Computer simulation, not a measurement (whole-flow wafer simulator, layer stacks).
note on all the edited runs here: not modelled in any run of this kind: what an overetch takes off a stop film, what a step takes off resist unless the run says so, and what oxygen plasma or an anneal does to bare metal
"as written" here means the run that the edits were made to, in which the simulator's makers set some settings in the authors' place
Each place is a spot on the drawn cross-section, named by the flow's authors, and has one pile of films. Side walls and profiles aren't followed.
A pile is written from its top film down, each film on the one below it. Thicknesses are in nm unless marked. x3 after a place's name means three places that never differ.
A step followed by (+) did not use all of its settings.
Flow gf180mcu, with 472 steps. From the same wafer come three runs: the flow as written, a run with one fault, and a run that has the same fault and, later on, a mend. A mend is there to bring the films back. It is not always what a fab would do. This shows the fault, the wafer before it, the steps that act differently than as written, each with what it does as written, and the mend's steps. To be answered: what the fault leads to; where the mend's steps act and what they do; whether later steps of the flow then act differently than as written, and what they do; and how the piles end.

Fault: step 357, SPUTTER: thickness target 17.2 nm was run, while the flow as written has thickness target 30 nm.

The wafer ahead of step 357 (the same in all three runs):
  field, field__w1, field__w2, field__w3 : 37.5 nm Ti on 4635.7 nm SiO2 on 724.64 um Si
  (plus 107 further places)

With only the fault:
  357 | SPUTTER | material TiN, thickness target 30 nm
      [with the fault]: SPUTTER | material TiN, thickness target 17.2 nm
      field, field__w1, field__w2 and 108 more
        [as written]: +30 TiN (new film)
        [with the fault]: +17.2 TiN (new film)
  Steps later in the flow that act otherwise than as written:
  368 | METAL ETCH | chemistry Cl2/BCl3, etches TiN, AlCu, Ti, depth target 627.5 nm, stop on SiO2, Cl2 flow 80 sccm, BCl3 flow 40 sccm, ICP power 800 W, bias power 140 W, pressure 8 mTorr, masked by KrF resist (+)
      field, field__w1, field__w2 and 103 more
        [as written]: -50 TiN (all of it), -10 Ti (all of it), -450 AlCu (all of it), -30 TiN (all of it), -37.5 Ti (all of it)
        [with the fault]: -50 TiN (all of it), -10 Ti (all of it), -450 AlCu (all of it), -17.2 TiN (all of it), -37.5 Ti (all of it)
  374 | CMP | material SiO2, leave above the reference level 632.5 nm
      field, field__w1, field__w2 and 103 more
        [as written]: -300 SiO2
        [with the fault]: -312.8 SiO2
  At field__w8, contact, m1, m1__w1, m1_nw, the piles at the end differ from the flow's by more than 2% or 0.5 nm, whichever is larger.
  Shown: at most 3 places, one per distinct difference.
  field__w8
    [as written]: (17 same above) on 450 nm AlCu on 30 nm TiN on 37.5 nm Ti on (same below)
    [with the fault]: (17 same above) on 450 nm AlCu on 17.2 nm TiN on 37.5 nm Ti on (same below)
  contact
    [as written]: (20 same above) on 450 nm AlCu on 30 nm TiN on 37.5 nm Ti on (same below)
    [with the fault]: (20 same above) on 450 nm AlCu on 17.2 nm TiN on 37.5 nm Ti on (same below)

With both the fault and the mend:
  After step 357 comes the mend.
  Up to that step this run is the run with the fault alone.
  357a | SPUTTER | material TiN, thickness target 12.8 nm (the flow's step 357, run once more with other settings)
      field, field__w1, field__w2 and 108 more
        +12.8 TiN
  None of the later steps of the flow acts differently than as written at any place that is followed.
  By the end, the piles equal the flow's at every place that both follow.
